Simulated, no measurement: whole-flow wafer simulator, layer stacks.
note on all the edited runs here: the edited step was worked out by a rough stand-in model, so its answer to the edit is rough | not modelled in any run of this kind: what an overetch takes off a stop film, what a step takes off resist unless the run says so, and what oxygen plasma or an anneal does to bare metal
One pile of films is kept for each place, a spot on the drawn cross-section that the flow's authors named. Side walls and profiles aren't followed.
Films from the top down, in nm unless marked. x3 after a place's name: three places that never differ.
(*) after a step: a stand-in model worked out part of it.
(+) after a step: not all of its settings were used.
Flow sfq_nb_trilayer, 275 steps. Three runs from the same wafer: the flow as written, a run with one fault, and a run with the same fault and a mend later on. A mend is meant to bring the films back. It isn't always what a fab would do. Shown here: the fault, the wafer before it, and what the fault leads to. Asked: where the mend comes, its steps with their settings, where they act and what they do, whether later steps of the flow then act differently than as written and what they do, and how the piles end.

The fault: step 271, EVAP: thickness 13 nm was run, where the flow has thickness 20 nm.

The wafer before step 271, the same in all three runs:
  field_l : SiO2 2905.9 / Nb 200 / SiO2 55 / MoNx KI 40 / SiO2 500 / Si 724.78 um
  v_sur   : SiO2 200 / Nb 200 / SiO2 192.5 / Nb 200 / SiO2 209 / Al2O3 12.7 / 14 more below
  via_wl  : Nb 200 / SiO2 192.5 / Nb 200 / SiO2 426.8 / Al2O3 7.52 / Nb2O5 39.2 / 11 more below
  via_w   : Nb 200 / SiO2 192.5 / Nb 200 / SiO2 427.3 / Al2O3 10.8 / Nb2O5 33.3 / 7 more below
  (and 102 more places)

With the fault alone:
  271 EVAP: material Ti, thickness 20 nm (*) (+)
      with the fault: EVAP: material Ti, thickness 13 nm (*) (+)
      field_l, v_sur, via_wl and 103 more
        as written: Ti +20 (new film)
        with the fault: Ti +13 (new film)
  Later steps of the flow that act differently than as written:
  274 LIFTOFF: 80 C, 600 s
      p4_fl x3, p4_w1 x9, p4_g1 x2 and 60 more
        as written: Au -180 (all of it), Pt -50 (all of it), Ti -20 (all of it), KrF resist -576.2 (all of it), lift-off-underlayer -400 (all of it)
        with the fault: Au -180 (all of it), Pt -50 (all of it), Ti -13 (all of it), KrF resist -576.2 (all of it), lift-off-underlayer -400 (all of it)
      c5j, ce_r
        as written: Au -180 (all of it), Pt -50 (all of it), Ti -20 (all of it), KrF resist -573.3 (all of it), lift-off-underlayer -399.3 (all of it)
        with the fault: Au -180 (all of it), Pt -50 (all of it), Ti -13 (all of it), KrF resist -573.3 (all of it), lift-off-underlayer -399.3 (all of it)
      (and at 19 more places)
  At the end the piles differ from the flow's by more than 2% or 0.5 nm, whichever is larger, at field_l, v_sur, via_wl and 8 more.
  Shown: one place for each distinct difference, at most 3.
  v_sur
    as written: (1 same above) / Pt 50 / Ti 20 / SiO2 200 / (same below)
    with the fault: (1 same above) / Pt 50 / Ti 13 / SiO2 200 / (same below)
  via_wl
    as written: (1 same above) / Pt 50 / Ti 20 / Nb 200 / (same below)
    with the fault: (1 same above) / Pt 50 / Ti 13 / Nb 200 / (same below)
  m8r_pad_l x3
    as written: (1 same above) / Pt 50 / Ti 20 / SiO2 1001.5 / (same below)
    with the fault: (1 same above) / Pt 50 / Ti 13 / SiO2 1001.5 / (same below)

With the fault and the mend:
  The mend comes after step 271.
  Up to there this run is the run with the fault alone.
  271a EVAP: material Ti, thickness 7 nm (*) (+) (the flow's step 271 once more, with other settings)
      field_l, v_sur, via_wl and 103 more
        Ti +7
  No later step of the flow acts differently than as written at any place that is followed.
  At the end the piles are the same as the flow's at every place that both follow.
